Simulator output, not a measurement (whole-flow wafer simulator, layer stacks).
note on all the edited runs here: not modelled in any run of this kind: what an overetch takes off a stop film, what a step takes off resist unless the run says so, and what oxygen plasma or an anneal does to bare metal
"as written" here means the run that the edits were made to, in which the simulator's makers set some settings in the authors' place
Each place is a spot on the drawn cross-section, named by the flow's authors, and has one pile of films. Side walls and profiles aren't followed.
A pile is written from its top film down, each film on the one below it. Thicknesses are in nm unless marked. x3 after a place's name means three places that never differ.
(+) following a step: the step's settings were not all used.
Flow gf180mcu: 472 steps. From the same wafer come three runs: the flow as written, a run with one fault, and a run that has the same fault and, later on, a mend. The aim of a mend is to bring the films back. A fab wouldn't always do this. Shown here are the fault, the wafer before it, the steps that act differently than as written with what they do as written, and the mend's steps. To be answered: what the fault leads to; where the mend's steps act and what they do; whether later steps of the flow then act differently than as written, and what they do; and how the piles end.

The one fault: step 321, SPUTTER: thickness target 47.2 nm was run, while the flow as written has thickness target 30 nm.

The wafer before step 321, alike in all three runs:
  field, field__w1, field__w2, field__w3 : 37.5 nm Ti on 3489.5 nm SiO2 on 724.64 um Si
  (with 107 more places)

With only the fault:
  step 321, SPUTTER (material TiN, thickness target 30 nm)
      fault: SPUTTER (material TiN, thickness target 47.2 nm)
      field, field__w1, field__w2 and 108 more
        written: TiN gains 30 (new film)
        fault: TiN gains 47.2 (new film)
  Later steps of the flow acting differently than as written:
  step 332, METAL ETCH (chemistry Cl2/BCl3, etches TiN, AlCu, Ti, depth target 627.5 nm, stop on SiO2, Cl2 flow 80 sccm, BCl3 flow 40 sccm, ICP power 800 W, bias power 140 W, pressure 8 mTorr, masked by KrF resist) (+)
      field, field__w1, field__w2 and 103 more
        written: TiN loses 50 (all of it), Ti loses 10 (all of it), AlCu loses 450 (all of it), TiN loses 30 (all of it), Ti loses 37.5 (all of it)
        fault: TiN loses 50 (all of it), Ti loses 10 (all of it), AlCu loses 450 (all of it), TiN loses 47.2 (all of it), Ti loses 37.5 (all of it)
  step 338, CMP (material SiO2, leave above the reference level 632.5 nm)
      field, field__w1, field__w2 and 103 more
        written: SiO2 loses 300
        fault: SiO2 loses 282.8
  By the end, the piles at field__w8, contact, m1, m1__w1, m1_nw depart from the flow's by more than 2% or 0.5 nm, whichever is larger.
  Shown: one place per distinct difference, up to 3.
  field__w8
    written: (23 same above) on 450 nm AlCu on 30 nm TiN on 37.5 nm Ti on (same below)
    fault: (23 same above) on 450 nm AlCu on 47.2 nm TiN on 37.5 nm Ti on (same below)
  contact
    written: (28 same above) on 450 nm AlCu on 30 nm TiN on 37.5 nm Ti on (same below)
    fault: (28 same above) on 450 nm AlCu on 47.2 nm TiN on 37.5 nm Ti on (same below)

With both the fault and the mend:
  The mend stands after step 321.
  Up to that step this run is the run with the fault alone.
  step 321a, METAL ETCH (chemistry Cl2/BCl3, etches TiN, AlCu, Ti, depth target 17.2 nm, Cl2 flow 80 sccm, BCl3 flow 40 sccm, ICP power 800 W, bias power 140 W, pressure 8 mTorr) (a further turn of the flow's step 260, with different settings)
      field, field__w1, field__w2 and 108 more
        TiN loses 17.2
  Every later step of the flow that is run acts as written at every place that is followed.
  By the end, the piles equal the flow's at every place that both follow.
